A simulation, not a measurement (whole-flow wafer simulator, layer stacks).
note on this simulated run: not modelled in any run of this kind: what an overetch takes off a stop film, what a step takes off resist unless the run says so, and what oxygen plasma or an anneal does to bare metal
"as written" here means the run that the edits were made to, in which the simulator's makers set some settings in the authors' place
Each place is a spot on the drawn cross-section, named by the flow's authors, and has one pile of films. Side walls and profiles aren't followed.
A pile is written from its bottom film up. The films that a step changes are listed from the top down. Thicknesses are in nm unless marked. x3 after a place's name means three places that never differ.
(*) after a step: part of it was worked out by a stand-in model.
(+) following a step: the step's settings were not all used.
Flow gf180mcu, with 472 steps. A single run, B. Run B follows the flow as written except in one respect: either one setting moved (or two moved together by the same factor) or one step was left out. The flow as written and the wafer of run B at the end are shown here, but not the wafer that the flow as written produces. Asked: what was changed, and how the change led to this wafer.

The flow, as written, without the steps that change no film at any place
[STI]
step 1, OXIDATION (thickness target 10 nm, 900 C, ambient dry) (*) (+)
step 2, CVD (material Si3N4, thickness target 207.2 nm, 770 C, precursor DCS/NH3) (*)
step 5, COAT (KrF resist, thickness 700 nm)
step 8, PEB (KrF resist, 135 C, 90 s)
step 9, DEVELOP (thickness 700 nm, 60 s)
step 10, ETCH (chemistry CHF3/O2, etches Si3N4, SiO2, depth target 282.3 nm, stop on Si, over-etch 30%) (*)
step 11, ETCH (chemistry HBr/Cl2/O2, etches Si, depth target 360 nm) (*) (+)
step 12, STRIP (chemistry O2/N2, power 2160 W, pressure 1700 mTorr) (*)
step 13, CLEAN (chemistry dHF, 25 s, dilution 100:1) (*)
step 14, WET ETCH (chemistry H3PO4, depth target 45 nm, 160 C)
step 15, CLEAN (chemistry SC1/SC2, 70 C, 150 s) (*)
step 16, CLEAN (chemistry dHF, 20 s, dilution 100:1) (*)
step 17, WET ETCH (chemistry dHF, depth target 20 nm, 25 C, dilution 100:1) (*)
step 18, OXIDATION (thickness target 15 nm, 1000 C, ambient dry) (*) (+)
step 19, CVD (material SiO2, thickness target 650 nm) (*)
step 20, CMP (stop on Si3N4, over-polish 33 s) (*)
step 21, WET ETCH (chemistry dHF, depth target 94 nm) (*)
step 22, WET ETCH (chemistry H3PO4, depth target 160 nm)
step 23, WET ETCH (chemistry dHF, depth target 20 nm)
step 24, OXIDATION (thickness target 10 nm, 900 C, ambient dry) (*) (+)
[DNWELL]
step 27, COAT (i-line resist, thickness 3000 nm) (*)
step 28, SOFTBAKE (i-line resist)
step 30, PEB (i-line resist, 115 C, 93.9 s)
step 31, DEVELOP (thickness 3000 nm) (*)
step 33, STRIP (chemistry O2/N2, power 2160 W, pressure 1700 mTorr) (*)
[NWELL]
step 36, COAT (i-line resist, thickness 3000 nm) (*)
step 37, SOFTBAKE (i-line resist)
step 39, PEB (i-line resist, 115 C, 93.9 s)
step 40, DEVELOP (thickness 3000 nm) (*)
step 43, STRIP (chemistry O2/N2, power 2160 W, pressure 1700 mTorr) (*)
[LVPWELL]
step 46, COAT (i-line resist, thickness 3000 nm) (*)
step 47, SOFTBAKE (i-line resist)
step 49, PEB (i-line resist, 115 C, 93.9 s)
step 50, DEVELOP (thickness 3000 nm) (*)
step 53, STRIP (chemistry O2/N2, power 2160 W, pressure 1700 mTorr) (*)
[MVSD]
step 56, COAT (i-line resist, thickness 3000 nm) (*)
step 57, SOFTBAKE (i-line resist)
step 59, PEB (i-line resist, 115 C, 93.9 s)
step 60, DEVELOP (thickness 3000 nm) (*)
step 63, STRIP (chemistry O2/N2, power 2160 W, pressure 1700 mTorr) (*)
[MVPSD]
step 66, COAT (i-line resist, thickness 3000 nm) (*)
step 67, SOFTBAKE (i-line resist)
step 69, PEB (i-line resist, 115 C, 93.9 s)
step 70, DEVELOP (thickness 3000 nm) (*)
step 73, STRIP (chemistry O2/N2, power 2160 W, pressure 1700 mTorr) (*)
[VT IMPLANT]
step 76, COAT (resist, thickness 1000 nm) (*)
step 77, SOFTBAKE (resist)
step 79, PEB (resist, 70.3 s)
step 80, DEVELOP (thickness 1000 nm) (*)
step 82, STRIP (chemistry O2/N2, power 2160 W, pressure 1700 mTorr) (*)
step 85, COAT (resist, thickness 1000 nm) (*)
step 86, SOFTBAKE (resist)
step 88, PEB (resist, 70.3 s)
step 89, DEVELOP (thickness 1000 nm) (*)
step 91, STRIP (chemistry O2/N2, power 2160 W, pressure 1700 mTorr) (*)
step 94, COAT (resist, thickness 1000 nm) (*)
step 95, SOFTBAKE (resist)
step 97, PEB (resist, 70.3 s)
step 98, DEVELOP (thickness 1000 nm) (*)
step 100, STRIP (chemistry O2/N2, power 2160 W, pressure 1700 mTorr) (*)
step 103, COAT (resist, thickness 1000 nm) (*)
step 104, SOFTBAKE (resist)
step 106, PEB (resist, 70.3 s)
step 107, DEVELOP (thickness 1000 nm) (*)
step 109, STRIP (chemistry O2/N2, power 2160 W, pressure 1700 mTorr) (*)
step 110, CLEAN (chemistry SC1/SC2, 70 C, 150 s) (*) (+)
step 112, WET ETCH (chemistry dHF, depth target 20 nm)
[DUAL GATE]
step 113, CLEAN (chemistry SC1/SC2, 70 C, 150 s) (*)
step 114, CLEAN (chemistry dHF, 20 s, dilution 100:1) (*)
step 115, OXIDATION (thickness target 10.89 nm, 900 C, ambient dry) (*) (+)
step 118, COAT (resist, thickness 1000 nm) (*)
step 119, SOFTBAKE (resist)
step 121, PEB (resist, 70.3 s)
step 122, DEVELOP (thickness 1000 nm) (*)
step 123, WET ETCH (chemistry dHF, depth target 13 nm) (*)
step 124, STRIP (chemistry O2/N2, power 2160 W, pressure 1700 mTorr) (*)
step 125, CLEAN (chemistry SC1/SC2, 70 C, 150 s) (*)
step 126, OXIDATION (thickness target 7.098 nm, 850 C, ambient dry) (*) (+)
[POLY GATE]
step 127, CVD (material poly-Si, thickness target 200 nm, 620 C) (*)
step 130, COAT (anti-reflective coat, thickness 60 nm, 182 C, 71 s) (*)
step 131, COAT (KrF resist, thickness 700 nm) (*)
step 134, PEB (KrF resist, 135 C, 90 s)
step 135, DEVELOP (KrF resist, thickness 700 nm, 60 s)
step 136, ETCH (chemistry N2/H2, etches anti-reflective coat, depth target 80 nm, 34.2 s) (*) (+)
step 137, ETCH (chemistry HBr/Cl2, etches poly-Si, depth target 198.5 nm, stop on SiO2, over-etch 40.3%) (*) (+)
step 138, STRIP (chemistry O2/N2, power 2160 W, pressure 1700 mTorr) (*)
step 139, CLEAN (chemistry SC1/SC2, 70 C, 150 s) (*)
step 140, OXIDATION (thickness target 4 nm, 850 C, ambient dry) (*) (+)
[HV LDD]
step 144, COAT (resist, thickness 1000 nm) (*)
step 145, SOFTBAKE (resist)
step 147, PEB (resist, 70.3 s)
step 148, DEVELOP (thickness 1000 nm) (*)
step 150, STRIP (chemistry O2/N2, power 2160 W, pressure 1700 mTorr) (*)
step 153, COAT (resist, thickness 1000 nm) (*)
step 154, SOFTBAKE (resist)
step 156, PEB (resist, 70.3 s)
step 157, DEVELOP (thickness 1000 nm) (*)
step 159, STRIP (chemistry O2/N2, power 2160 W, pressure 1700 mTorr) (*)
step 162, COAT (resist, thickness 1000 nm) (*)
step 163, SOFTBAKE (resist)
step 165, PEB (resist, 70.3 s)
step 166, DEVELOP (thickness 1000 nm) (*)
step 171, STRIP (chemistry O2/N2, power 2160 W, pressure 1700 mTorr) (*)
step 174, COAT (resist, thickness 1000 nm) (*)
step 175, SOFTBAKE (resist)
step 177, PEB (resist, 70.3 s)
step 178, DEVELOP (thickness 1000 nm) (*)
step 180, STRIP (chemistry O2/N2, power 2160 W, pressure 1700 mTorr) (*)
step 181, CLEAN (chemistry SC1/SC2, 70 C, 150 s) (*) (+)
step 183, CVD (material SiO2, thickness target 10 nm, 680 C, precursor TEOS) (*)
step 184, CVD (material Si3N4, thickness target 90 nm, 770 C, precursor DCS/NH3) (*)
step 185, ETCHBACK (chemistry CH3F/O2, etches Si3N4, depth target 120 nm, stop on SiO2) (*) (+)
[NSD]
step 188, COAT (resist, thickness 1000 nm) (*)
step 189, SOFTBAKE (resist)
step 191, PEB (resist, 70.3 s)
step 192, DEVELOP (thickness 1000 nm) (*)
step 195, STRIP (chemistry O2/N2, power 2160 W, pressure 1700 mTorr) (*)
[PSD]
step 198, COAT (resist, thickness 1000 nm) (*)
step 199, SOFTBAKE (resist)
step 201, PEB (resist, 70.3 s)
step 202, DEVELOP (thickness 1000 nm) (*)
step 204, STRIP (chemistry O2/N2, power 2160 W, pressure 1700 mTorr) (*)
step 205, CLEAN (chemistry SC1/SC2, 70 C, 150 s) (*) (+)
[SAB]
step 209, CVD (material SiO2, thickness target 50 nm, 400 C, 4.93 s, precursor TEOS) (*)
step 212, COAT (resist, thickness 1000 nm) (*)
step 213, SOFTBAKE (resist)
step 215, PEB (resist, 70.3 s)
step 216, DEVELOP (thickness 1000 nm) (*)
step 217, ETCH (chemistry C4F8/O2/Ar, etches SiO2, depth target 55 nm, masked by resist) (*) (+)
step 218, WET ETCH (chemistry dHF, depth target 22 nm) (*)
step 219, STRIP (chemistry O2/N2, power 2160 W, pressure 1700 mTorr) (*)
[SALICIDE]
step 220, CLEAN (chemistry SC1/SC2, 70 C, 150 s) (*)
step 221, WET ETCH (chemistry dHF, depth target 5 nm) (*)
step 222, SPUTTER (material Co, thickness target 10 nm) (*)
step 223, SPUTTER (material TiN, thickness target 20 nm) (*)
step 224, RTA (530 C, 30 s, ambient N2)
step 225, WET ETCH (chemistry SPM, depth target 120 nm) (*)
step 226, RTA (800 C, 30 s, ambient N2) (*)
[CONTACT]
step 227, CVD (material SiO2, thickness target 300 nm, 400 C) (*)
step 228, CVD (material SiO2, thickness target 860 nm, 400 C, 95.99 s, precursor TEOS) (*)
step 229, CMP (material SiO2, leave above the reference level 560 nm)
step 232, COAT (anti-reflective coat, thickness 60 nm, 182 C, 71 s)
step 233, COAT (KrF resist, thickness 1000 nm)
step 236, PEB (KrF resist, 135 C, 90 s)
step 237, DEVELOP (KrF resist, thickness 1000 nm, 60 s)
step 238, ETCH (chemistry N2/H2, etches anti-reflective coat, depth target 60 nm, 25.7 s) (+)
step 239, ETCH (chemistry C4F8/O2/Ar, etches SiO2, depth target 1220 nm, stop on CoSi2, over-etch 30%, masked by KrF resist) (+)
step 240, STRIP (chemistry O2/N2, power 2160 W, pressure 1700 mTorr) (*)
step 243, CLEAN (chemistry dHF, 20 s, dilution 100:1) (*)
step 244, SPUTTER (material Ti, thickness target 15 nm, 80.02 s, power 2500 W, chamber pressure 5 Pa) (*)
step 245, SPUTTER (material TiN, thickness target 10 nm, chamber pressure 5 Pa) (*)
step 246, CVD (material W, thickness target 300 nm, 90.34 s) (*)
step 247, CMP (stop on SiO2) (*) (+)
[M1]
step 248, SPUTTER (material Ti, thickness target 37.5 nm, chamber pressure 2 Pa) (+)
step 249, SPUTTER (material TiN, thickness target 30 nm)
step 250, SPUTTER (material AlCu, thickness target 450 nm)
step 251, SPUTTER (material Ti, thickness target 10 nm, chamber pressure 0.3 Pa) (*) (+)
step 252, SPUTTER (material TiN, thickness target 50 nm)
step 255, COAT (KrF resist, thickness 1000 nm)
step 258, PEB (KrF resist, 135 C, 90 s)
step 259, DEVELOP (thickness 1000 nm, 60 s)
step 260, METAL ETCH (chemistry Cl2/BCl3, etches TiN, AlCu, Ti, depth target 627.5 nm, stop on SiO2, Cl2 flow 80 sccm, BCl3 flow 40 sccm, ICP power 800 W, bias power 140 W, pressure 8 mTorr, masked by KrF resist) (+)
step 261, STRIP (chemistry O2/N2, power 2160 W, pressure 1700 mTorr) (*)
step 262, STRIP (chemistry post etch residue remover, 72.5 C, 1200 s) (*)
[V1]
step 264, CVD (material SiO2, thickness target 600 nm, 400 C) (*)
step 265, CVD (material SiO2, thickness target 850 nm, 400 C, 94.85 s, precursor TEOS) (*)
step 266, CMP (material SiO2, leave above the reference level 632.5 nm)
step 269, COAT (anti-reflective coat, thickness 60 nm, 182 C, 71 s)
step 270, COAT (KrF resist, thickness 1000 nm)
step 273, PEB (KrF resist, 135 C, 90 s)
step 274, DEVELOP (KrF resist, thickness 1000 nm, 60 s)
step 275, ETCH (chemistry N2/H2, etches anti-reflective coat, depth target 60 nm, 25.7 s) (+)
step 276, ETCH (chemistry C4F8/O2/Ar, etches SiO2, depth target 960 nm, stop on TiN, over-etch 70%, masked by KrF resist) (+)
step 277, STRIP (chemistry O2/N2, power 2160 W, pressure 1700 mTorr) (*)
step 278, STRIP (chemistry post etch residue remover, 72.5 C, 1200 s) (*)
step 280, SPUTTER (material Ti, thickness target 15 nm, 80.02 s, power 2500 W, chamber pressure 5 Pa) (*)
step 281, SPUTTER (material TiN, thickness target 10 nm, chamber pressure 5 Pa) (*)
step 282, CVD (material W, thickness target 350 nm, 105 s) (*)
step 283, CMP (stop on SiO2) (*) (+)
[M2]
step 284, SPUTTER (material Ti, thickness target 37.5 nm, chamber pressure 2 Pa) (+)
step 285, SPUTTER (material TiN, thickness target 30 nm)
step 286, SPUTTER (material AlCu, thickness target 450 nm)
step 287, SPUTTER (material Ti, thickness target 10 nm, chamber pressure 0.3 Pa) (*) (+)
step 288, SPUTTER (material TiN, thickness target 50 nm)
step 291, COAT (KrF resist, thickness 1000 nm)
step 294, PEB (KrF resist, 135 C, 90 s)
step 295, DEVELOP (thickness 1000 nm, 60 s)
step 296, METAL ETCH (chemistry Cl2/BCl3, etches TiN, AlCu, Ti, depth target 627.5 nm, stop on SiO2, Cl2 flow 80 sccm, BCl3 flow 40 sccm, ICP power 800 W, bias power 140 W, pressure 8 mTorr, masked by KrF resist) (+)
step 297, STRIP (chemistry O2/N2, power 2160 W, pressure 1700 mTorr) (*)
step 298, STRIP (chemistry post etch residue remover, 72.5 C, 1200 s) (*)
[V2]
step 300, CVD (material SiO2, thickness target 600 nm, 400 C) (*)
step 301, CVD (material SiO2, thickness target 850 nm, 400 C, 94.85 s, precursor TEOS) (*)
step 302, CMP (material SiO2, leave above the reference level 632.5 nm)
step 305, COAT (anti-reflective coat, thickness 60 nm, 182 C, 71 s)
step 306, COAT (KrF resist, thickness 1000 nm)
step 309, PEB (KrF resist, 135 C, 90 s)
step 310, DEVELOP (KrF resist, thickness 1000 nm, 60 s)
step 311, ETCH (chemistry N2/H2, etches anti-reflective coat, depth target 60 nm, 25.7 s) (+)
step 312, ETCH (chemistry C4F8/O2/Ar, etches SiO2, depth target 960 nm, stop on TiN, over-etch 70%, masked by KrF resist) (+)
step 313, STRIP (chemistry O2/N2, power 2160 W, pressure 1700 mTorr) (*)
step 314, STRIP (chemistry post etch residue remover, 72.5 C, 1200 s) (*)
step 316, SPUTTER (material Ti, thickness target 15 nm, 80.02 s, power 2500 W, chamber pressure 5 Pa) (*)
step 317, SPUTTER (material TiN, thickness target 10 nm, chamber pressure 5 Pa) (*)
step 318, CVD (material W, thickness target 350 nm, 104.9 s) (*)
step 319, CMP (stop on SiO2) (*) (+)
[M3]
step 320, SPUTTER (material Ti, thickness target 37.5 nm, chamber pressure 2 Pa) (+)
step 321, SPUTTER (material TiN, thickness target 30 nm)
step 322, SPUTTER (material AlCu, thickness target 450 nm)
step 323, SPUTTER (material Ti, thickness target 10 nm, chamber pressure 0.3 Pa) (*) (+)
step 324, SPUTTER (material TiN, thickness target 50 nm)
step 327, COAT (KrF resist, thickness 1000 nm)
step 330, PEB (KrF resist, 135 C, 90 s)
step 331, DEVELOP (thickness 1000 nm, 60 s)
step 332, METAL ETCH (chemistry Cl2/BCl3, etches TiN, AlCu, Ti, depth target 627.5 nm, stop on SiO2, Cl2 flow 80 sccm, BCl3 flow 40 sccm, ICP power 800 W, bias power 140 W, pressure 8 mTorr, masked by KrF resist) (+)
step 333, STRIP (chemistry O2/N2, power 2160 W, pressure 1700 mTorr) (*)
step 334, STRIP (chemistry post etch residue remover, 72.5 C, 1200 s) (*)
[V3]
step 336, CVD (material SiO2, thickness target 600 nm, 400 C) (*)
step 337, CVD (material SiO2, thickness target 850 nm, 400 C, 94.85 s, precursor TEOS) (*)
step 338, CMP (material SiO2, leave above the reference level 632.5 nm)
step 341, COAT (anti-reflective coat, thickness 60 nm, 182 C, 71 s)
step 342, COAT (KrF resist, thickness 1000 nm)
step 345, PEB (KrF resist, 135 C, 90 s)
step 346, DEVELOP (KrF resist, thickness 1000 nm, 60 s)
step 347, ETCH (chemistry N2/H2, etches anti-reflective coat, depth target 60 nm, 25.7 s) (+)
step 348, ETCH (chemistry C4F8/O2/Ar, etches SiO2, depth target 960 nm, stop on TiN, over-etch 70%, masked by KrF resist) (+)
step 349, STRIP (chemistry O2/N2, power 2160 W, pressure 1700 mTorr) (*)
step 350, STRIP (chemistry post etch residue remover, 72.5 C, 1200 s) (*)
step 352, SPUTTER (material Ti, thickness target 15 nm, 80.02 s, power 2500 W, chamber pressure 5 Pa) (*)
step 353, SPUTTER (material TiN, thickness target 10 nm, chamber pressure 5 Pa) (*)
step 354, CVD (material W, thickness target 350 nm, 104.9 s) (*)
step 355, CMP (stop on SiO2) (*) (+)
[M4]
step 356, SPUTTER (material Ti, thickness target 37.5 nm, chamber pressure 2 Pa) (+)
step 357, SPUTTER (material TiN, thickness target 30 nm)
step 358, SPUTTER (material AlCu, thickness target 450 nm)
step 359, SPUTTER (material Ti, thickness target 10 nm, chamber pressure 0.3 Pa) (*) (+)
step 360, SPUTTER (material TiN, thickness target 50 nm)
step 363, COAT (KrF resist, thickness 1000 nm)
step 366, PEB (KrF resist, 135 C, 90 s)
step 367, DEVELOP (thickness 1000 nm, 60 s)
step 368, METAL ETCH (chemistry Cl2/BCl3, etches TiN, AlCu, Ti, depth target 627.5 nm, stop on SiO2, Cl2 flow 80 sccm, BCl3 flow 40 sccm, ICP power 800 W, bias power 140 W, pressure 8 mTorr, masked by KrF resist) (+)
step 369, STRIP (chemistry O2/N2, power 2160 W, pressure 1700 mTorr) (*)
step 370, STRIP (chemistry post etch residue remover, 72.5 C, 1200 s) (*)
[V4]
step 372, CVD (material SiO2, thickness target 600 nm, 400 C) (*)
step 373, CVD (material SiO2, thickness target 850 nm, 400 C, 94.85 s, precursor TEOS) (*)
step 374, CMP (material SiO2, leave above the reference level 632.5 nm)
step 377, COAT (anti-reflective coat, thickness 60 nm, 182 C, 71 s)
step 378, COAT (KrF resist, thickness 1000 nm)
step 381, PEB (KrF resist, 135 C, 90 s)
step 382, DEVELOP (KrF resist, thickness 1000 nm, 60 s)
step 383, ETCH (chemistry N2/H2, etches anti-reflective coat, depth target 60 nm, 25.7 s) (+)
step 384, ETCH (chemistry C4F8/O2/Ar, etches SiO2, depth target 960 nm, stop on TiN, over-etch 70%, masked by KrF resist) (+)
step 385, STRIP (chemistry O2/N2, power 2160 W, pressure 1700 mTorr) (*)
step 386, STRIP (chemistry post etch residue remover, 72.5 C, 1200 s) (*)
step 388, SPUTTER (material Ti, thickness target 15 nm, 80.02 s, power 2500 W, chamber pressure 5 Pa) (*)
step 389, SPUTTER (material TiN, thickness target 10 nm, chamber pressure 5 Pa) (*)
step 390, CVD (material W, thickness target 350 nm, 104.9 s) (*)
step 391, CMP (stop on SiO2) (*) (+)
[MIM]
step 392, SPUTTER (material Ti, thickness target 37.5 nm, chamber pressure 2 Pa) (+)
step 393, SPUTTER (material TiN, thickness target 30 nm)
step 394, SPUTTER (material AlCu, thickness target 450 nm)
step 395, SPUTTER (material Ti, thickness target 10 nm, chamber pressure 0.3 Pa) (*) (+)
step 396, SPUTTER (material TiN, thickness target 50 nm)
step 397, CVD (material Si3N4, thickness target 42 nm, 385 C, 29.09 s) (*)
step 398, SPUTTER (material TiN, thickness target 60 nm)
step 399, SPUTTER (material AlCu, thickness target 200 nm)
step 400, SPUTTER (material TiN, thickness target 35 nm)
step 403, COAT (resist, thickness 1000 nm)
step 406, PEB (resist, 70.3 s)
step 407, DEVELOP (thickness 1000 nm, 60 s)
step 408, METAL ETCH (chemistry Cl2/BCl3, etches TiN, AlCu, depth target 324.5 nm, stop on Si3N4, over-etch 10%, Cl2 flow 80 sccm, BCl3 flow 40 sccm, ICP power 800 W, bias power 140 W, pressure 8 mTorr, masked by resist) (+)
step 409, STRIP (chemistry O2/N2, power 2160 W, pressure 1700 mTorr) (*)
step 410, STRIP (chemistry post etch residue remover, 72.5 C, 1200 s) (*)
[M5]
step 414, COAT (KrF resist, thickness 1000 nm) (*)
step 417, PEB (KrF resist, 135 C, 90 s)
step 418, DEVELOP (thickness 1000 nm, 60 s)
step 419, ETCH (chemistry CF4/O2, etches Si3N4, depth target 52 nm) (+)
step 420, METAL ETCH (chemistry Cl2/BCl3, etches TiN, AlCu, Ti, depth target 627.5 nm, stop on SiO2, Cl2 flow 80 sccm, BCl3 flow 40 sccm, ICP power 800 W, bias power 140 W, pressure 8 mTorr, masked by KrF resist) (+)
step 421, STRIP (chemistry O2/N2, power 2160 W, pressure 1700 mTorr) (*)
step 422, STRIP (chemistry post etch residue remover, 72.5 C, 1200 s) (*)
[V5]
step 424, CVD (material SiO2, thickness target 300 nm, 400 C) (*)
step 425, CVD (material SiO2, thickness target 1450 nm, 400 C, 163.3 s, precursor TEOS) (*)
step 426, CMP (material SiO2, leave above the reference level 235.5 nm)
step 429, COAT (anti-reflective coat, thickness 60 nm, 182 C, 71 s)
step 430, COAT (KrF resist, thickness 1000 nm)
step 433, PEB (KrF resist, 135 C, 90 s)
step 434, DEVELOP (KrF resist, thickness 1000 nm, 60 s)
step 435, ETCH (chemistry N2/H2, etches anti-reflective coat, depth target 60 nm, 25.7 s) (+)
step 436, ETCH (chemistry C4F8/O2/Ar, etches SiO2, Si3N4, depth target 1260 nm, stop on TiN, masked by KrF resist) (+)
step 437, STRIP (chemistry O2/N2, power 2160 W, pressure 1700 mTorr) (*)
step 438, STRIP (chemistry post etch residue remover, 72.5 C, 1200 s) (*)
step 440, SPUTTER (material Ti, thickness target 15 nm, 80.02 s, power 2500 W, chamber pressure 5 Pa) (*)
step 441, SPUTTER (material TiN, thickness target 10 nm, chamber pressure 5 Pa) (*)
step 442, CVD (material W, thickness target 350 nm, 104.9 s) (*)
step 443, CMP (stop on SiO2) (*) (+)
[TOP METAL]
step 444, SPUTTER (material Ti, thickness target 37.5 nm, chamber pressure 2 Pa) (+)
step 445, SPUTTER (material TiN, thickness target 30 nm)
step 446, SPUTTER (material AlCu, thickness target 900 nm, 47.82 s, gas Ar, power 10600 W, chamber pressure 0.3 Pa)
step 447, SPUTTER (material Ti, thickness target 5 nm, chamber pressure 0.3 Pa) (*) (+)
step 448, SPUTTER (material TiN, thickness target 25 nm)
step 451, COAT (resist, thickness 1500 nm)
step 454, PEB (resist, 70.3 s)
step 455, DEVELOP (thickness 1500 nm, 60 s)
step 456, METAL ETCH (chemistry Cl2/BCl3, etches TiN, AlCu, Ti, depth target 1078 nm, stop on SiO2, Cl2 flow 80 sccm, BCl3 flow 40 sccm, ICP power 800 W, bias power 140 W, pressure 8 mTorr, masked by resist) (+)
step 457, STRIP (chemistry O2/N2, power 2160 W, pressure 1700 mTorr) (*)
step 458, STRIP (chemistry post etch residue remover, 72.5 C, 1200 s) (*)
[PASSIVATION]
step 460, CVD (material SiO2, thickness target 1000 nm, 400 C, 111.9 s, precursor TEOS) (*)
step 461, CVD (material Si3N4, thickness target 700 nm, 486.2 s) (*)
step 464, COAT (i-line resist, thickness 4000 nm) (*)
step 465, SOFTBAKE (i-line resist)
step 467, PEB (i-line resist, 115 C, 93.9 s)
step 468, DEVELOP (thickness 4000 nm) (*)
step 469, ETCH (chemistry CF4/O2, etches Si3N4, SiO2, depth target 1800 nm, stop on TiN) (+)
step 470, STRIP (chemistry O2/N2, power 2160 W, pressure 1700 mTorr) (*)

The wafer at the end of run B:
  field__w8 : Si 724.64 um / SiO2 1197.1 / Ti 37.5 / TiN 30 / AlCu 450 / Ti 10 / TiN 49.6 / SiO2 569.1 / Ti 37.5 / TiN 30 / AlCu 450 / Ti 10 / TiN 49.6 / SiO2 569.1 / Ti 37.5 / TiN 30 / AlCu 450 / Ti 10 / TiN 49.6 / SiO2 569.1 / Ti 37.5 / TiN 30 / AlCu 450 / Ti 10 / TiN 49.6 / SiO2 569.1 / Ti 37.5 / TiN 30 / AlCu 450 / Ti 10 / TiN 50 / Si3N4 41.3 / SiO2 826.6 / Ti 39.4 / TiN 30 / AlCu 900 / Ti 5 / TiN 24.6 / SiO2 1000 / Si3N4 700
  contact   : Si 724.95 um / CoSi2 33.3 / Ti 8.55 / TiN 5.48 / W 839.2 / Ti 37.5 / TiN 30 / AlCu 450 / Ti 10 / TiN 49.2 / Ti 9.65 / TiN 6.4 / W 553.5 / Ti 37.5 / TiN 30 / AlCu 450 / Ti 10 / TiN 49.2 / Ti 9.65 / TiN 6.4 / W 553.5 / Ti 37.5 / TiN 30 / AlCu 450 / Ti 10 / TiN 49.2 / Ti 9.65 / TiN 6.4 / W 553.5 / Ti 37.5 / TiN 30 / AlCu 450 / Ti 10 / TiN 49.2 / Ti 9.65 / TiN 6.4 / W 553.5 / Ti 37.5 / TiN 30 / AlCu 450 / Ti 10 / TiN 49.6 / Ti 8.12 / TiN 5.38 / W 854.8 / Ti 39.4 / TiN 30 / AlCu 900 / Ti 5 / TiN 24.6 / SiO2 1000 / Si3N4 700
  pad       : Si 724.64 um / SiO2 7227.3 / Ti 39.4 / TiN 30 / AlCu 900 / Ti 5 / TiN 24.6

Cause: step 444, SPUTTER: thickness target 39.4 nm was run, whereas the flow has thickness target 37.5 nm.
The wafer lets one read it off: field__w8 has Ti 39.4, and step 444 as written asks for 37.5 nm.

How this came from the change, step by step:
  step 444, SPUTTER (material Ti, thickness target 37.5 nm, chamber pressure 2 Pa) (+)
      field, field__w1, field__w2 and 109 more: +39.4 Ti (new film) (as written it would have been: +37.5 Ti (new film))
  step 456, METAL ETCH (chemistry Cl2/BCl3, etches TiN, AlCu, Ti, depth target 1078 nm, stop on SiO2, Cl2 flow 80 sccm, BCl3 flow 40 sccm, ICP power 800 W, bias power 140 W, pressure 8 mTorr, masked by resist) (+)
      field, field__w1, field__w2 and 103 more: -25 TiN (all of it), -5 Ti (all of it), -900 AlCu (all of it), -30 TiN (all of it), -39.4 Ti (all of it) (as written it would have been: -25 TiN (all of it), -5 Ti (all of it), -900 AlCu (all of it), -30 TiN (all of it), -37.5 Ti (all of it))
